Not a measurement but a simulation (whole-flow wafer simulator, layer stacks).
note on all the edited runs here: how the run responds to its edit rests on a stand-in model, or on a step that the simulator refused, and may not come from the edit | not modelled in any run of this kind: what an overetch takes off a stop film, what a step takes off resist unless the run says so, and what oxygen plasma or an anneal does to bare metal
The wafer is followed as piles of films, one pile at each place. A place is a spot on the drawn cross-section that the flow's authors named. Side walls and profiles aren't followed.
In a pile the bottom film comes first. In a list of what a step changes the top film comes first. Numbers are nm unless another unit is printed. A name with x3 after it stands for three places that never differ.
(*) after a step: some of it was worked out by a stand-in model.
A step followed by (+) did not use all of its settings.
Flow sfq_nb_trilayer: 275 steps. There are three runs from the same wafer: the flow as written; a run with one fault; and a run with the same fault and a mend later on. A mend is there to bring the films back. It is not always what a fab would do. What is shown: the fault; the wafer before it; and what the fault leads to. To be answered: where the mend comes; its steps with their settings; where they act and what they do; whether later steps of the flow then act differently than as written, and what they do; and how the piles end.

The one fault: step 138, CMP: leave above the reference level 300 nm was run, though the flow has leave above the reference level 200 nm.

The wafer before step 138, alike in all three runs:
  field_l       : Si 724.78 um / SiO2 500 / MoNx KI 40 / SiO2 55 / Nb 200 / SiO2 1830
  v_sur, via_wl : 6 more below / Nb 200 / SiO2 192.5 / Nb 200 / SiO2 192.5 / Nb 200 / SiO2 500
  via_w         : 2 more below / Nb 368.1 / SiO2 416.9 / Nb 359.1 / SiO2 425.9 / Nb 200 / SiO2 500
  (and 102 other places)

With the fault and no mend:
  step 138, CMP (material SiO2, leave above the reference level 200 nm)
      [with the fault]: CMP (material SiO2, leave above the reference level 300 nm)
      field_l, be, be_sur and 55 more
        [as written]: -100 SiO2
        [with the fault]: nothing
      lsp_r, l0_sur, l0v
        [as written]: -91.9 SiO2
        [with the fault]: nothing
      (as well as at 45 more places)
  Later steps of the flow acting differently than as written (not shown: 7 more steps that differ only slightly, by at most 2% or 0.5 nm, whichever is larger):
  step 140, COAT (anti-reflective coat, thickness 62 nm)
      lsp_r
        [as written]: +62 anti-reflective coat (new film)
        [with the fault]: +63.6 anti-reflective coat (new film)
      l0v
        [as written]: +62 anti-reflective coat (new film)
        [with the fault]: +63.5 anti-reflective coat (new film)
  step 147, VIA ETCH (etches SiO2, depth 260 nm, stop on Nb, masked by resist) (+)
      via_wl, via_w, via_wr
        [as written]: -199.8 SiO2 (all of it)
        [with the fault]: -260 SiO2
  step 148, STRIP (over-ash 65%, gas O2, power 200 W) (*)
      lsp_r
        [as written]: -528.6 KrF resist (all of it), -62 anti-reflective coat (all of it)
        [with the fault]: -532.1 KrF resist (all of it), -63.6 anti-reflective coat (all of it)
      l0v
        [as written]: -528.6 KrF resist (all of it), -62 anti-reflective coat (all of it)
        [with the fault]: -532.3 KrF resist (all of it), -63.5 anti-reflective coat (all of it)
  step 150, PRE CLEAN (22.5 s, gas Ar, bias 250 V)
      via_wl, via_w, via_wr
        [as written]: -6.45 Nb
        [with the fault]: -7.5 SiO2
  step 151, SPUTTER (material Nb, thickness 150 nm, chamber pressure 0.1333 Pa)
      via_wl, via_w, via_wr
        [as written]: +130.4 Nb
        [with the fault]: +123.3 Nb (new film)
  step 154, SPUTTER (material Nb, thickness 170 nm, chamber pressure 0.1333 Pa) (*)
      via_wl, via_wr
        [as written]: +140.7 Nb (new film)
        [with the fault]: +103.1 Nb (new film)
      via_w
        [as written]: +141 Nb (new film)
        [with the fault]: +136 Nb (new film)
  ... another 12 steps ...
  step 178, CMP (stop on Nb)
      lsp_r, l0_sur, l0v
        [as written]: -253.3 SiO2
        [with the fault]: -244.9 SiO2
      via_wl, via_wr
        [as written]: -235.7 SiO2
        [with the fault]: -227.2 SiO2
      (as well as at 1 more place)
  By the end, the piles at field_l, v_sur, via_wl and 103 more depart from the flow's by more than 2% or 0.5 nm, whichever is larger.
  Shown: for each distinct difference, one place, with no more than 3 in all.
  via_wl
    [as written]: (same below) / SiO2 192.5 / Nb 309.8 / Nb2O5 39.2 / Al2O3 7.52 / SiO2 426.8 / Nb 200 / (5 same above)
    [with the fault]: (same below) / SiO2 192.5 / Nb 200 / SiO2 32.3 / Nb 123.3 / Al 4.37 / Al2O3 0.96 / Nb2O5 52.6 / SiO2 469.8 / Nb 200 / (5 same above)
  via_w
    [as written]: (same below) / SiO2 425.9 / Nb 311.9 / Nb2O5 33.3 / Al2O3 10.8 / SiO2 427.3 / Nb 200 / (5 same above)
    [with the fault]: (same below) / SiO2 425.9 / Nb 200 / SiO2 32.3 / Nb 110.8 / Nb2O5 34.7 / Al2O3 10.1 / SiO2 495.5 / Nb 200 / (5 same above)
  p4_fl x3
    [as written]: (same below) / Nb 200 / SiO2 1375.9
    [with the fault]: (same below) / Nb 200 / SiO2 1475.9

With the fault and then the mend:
  The mend follows step 145.
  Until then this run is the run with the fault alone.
  step 145a, STRIP (over-ash 65%, gas O2, power 200 W) (*)
      field_l, v_sur, via_sp and 78 more
        -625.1 KrF resist (all of it), -62 anti-reflective coat (all of it)
      wire, be, be_sur and 10 more
        -625 KrF resist (all of it), -62 anti-reflective coat (all of it)
      via_wl, via_w, via_wr
        -62 anti-reflective coat (all of it)
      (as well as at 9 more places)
  step 145b, CMP (material SiO2, leave above the reference level 200 nm) (a further turn of the flow's step 138)
      field_l, v_sur, via_wl and 100 more
        -100 SiO2
      lsp_r, l0_sur, l0v
        -91.9 SiO2
  step 145c, COAT (anti-reflective coat, thickness 62 nm) (a further turn of the flow's step 140)
      field_l, v_sur, via_wl and 103 more
        +62 anti-reflective coat (new film)
  step 145d, COAT (KrF resist, thickness 650 nm) (a further turn of the flow's step 141)
      field_l, v_sur, via_wl and 103 more
        +650 KrF resist (new film)
  step 145e, SOFTBAKE (KrF resist) (a further turn of the flow's step 142)
      does not change any film at any place that is followed
  step 145f, EXPOSE (photomask I4, dose 11.93 mJ/cm2, NA 0.6, wavelength 248 nm) (*) (a further turn of the flow's step 143)
      does not change any film at any place that is followed
  step 145g, PEB (KrF resist, 90 s) (a further turn of the flow's step 144)
      field_l, v_sur, via_wl and 103 more
        -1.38 KrF resist
  step 145h, DEVELOP (KrF resist, thickness 650 nm, 60 s) (a further turn of the flow's step 145)
      field_l, v_sur, via_sp and 100 more
        -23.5 KrF resist
      via_wl, via_w, via_wr
        -648.6 KrF resist (all of it)
  Every later step of the flow that is run acts as written at every place that is followed.
  By the end, the piles equal the flow's at every place that both follow.
